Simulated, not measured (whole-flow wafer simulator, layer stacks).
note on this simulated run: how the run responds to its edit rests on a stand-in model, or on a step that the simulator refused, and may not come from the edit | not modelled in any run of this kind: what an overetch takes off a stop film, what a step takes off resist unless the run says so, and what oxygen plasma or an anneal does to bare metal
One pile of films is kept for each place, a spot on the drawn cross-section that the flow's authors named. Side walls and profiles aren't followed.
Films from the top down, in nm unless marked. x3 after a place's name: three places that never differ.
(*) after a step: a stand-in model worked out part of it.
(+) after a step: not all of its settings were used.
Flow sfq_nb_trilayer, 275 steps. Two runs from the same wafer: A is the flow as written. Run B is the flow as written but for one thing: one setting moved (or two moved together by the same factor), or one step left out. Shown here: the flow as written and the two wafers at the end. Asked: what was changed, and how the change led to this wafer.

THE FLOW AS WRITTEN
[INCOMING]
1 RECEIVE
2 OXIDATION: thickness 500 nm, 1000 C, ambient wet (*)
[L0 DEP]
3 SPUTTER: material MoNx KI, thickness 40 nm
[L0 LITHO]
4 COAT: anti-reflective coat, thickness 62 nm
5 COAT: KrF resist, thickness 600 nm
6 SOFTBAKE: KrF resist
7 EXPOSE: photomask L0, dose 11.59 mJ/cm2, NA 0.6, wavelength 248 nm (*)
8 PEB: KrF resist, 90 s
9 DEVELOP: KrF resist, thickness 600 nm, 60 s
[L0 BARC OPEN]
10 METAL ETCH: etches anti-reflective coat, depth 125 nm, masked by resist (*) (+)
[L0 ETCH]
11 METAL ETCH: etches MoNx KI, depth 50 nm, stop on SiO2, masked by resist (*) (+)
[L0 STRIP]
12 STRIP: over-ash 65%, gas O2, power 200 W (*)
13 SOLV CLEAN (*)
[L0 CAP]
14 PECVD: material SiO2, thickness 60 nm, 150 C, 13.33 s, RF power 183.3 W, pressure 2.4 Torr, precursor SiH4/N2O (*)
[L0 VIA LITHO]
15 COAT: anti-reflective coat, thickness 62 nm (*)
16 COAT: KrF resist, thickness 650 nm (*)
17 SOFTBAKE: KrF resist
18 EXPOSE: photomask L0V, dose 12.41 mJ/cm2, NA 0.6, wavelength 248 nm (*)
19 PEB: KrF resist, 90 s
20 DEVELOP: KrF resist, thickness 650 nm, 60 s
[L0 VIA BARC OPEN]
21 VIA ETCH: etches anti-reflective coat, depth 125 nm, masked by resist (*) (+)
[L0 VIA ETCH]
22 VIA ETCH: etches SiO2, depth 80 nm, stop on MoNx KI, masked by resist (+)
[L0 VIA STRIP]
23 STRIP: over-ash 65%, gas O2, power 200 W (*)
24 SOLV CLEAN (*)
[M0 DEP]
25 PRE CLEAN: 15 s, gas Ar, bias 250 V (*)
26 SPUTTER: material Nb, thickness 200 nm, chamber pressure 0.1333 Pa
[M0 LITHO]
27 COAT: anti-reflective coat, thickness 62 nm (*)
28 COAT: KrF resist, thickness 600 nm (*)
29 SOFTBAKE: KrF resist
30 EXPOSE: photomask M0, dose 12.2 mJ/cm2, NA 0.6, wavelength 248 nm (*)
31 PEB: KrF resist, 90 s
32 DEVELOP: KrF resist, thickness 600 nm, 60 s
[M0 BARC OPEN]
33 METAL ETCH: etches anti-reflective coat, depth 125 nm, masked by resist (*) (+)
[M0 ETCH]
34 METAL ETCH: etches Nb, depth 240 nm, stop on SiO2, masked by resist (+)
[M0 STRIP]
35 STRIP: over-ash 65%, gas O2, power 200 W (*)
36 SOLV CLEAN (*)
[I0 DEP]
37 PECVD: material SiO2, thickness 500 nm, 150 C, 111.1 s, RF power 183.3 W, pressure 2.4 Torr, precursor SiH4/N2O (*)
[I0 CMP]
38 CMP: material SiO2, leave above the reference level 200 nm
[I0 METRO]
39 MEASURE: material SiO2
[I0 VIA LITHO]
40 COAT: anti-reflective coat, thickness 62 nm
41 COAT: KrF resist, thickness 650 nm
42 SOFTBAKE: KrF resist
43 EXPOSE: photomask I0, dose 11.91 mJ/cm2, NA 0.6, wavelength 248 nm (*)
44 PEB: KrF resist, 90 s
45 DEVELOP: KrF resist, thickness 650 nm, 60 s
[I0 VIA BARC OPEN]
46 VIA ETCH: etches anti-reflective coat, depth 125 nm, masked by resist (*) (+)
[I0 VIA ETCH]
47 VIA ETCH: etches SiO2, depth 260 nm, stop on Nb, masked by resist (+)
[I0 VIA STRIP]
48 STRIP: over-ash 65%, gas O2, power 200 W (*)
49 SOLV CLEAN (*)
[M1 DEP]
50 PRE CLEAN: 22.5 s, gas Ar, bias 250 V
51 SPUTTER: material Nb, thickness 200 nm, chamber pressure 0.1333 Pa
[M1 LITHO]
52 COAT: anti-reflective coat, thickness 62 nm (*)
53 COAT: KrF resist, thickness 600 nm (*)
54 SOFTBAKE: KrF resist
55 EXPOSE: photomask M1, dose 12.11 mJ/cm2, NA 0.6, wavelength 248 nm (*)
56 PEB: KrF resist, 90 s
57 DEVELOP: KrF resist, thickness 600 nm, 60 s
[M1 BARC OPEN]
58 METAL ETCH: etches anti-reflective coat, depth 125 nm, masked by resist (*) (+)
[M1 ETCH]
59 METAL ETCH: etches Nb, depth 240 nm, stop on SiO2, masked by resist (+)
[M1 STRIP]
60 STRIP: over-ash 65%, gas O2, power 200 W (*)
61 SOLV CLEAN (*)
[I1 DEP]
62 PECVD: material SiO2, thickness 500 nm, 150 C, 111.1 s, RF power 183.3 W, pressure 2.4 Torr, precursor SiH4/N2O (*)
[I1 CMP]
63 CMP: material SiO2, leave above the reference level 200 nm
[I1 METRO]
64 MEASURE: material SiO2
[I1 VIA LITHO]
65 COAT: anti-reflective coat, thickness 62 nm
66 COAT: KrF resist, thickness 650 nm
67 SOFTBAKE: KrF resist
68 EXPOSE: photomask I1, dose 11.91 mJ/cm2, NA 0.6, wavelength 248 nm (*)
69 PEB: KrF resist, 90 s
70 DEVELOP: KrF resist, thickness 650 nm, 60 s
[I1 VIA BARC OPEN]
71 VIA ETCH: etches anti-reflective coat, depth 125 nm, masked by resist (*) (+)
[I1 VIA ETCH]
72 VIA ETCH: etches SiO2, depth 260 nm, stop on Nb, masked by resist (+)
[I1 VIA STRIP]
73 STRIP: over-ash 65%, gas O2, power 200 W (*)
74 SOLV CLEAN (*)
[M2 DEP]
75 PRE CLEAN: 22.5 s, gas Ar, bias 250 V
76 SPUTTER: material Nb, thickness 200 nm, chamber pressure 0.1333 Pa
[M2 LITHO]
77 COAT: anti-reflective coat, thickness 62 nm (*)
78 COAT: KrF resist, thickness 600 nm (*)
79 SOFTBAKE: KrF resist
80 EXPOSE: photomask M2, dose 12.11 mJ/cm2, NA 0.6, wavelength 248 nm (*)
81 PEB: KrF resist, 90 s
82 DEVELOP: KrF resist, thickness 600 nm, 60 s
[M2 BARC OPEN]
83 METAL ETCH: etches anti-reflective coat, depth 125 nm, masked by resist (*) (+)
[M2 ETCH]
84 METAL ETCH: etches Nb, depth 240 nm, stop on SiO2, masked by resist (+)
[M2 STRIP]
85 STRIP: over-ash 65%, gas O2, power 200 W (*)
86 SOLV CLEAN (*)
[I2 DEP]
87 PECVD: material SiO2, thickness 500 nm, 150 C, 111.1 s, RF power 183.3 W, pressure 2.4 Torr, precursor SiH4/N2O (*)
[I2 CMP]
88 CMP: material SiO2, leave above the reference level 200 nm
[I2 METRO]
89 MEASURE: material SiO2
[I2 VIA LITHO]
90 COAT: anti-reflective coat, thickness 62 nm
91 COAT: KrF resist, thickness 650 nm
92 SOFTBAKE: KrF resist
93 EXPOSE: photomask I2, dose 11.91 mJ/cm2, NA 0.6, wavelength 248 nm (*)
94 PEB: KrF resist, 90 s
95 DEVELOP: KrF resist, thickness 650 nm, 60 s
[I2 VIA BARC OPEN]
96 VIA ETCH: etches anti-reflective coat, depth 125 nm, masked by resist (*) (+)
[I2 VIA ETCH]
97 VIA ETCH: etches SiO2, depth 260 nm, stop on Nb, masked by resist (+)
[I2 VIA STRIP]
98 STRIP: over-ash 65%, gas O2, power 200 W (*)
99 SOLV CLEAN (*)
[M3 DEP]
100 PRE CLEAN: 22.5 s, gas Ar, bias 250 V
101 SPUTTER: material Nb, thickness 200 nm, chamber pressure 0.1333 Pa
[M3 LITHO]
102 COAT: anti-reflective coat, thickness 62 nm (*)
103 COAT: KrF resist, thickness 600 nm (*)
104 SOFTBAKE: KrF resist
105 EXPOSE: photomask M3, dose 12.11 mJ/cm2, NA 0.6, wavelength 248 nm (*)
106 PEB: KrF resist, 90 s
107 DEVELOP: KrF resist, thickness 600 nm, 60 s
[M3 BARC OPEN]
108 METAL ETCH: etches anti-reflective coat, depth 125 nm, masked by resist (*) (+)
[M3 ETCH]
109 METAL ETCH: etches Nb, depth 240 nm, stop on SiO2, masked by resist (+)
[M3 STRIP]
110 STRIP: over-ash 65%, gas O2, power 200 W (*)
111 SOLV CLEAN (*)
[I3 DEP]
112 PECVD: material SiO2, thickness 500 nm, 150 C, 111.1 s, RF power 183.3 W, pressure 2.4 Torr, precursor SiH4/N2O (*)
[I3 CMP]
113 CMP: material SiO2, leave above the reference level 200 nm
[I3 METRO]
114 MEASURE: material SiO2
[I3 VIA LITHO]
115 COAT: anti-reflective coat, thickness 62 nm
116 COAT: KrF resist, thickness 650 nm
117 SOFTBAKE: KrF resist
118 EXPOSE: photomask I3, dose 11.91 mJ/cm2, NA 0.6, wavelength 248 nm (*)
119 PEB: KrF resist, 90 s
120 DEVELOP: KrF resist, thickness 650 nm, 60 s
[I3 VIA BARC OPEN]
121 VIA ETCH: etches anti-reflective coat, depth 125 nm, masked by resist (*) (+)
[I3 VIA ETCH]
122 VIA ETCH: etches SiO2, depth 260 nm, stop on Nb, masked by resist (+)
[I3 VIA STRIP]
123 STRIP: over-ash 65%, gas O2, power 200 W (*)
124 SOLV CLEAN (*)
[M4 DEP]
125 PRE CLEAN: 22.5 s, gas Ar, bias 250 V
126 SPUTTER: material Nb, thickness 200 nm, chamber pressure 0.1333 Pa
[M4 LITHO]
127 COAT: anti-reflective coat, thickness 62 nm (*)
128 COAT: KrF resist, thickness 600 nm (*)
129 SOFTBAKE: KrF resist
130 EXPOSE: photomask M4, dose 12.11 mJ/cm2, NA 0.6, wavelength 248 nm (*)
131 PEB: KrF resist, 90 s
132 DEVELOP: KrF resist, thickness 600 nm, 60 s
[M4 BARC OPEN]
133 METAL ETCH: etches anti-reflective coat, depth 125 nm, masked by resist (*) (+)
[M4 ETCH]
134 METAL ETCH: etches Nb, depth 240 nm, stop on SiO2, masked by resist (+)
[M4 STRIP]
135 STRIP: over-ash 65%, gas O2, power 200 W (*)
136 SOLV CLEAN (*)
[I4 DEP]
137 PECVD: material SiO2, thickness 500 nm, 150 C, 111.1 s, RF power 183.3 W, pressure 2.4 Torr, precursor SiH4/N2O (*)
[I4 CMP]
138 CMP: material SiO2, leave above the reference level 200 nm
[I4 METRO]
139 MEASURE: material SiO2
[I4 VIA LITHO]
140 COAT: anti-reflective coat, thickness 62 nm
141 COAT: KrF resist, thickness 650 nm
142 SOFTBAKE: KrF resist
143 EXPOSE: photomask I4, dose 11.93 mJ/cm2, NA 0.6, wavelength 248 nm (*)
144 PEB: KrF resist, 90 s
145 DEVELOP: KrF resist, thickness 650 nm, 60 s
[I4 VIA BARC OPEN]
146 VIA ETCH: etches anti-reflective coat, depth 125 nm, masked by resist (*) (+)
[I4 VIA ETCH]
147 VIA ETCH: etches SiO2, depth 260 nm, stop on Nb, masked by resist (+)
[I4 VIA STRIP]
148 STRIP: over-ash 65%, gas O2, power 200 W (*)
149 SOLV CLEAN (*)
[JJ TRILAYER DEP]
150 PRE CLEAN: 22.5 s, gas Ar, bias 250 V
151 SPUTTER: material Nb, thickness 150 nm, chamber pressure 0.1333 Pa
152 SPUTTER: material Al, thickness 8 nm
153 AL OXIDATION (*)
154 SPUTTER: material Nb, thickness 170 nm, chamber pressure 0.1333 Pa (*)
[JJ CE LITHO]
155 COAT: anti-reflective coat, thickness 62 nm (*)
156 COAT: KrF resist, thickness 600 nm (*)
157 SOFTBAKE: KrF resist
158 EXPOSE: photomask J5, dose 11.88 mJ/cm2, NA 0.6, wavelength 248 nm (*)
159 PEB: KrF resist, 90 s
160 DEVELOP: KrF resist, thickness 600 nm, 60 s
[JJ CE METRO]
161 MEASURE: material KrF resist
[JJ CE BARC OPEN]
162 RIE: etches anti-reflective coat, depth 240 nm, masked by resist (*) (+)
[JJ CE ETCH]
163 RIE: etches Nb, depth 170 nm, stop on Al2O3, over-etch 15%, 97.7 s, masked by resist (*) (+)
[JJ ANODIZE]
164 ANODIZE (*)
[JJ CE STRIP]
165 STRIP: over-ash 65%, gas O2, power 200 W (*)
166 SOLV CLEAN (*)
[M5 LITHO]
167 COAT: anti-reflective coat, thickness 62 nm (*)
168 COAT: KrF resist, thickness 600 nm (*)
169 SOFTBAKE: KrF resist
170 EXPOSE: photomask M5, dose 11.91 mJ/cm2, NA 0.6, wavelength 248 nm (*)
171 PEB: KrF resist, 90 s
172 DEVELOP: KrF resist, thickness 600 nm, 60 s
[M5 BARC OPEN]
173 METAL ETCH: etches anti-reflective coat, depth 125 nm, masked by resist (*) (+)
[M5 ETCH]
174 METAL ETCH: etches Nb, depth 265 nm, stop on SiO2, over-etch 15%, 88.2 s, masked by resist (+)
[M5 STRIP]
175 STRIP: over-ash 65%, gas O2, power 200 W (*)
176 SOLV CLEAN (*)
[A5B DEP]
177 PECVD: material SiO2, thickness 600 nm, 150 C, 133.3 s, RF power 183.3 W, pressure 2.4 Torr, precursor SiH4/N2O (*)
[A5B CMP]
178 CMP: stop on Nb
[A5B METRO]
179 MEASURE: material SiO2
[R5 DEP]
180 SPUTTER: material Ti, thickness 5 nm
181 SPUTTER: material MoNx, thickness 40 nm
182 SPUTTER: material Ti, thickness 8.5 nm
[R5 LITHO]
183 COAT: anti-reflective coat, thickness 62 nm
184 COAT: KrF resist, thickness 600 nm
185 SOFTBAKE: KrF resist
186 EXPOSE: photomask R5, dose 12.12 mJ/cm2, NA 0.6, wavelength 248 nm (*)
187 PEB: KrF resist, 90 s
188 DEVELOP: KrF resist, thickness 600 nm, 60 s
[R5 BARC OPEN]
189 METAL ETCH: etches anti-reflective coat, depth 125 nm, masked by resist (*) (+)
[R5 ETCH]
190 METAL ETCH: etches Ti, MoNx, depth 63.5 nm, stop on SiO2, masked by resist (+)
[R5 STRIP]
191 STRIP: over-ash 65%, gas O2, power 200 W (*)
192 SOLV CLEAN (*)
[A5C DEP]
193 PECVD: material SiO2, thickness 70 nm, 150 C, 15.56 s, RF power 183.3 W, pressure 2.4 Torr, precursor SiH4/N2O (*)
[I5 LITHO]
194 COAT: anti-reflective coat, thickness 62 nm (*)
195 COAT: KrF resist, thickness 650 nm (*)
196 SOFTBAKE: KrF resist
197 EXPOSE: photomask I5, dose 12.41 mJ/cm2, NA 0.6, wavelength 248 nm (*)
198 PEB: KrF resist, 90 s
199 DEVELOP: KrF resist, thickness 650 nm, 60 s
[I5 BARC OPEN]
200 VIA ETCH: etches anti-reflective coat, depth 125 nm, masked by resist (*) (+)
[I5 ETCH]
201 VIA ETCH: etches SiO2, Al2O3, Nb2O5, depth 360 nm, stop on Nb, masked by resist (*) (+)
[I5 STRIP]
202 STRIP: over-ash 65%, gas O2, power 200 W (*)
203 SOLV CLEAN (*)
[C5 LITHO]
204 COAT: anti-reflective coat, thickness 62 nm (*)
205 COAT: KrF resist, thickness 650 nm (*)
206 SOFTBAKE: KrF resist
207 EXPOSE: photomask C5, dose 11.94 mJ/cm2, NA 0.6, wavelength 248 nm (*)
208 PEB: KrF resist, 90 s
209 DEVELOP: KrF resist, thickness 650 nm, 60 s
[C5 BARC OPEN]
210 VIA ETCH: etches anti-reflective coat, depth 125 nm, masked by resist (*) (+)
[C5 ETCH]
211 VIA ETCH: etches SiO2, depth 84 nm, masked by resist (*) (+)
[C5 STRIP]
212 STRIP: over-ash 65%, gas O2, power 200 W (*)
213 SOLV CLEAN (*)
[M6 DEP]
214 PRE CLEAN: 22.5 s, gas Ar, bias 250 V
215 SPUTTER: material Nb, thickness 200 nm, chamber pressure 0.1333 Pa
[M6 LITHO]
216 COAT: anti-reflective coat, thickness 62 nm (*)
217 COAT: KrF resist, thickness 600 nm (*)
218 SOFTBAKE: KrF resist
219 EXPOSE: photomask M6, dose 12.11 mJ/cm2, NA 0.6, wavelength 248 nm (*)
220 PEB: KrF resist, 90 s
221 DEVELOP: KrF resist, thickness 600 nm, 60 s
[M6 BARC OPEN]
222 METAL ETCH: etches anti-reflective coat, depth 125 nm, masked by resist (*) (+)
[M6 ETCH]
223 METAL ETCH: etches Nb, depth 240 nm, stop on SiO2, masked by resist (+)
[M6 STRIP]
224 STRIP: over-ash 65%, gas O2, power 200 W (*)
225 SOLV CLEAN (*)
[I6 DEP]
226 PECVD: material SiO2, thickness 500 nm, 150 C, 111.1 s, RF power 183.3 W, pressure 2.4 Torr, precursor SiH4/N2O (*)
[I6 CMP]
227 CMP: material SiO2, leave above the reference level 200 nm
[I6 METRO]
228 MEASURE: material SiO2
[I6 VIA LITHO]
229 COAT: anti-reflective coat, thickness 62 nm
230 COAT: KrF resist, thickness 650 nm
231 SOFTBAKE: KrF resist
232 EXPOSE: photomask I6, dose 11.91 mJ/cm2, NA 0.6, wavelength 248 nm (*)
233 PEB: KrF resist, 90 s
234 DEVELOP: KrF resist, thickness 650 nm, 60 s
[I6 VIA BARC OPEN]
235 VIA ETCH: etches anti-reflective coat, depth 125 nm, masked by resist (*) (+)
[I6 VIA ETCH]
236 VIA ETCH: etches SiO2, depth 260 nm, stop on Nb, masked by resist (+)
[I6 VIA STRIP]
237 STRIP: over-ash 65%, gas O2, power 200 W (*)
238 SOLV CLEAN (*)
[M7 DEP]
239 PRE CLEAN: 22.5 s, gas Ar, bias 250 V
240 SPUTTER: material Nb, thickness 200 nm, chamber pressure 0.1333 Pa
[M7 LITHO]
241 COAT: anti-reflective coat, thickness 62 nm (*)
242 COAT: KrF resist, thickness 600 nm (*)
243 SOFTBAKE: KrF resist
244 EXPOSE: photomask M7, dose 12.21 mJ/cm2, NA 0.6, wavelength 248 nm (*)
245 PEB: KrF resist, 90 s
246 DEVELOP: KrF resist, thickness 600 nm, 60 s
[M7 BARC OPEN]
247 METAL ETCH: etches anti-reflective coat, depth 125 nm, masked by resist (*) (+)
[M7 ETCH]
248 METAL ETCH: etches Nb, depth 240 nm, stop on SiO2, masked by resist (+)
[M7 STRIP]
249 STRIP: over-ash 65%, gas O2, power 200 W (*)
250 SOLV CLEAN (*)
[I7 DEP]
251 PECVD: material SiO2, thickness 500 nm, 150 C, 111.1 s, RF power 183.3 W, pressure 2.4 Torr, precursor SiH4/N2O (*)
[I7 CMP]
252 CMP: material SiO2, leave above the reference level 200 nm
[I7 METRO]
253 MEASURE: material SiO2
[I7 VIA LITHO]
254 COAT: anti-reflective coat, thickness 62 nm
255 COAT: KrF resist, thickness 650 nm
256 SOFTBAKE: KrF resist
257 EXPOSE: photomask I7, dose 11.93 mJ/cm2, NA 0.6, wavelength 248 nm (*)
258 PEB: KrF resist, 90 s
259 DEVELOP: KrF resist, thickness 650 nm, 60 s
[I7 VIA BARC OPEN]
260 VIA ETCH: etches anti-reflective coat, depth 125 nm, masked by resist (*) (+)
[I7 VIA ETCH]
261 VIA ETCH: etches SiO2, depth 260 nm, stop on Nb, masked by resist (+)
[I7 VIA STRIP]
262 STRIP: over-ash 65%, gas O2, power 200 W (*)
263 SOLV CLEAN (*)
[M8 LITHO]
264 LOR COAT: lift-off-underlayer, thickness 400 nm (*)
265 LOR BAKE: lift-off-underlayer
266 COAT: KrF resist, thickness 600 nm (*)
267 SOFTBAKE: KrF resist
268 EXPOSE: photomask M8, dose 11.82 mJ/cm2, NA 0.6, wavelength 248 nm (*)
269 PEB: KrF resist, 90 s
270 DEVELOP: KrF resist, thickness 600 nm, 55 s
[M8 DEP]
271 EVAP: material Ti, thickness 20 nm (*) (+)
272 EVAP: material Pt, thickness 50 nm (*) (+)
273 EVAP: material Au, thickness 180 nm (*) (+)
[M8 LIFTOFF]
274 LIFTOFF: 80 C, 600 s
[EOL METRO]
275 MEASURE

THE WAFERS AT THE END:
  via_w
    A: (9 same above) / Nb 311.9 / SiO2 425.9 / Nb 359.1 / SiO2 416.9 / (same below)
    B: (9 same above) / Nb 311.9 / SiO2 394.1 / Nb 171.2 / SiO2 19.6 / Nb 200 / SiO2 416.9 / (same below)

The cause: step 97, VIA ETCH: depth 172.7 nm was run, where the flow has depth 260 nm.

How the change led to this, step by step:
  97 VIA ETCH: etches SiO2, depth 260 nm, stop on Nb, masked by resist (+)
      via_w: A SiO2 -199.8 (all of it) | B SiO2 -172.7
      field_l, v_sur, via_wl and 102 more: A KrF resist -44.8 | B KrF resist -29.8
  98 STRIP: over-ash 65%, gas O2, power 200 W (*)
      field_l, v_sur, via_wl and 102 more: A KrF resist -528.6 (all of it), anti-reflective coat -62 (all of it) | B KrF resist -543.7 (all of it), anti-reflective coat -62 (all of it)
  100 PRE CLEAN: 22.5 s, gas Ar, bias 250 V
      via_w: A Nb -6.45 | B SiO2 -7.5
  101 SPUTTER: material Nb, thickness 200 nm, chamber pressure 0.1333 Pa
      via_w: A Nb +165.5 | B Nb +171.2 (new film)
  102 COAT: anti-reflective coat, thickness 62 nm (*)
      via_wl, via_wr: A anti-reflective coat +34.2 (new film) | B anti-reflective coat +26.9 (new film)
      v_sur: A anti-reflective coat +61.1 (new film) | B anti-reflective coat +58.6 (new film)
      (and at 1 more place)
  103 COAT: KrF resist, thickness 600 nm (*)
      via_w: A KrF resist +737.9 (new film) | B KrF resist +719.3 (new film)
  110 STRIP: over-ash 65%, gas O2, power 200 W (*)
      v_sur: A KrF resist -365.3 (all of it), anti-reflective coat -61.1 (all of it) | B KrF resist -368 (all of it), anti-reflective coat -58.6 (all of it)
      via_wl: A KrF resist -384.2 (all of it), anti-reflective coat -34.2 (all of it) | B KrF resist -392.2 (all of it), anti-reflective coat -26.9 (all of it)
      (and at 2 more places)
  112 PECVD: material SiO2, thickness 500 nm, 150 C, 111.1 s, RF power 183.3 W, pressure 2.4 Torr, precursor SiH4/N2O (*)
      via_w: A SiO2 +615 (new film) | B SiO2 +558.7 (new film)
  113 CMP: material SiO2, leave above the reference level 200 nm
      via_w: A SiO2 -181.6 | B SiO2 -157.1
Counting metal films that touch as one body, via_w has 6 bodies (between them, from the top down: SiO2 192.5; SiO2 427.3 / Al2O3 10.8 / Nb2O5 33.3; SiO2 394.1; SiO2 19.6; SiO2 416.9); the flow as written gives 5 bodies (between them, from the top down: SiO2 192.5; SiO2 427.3 / Al2O3 10.8 / Nb2O5 33.3; SiO2 425.9; SiO2 416.9).
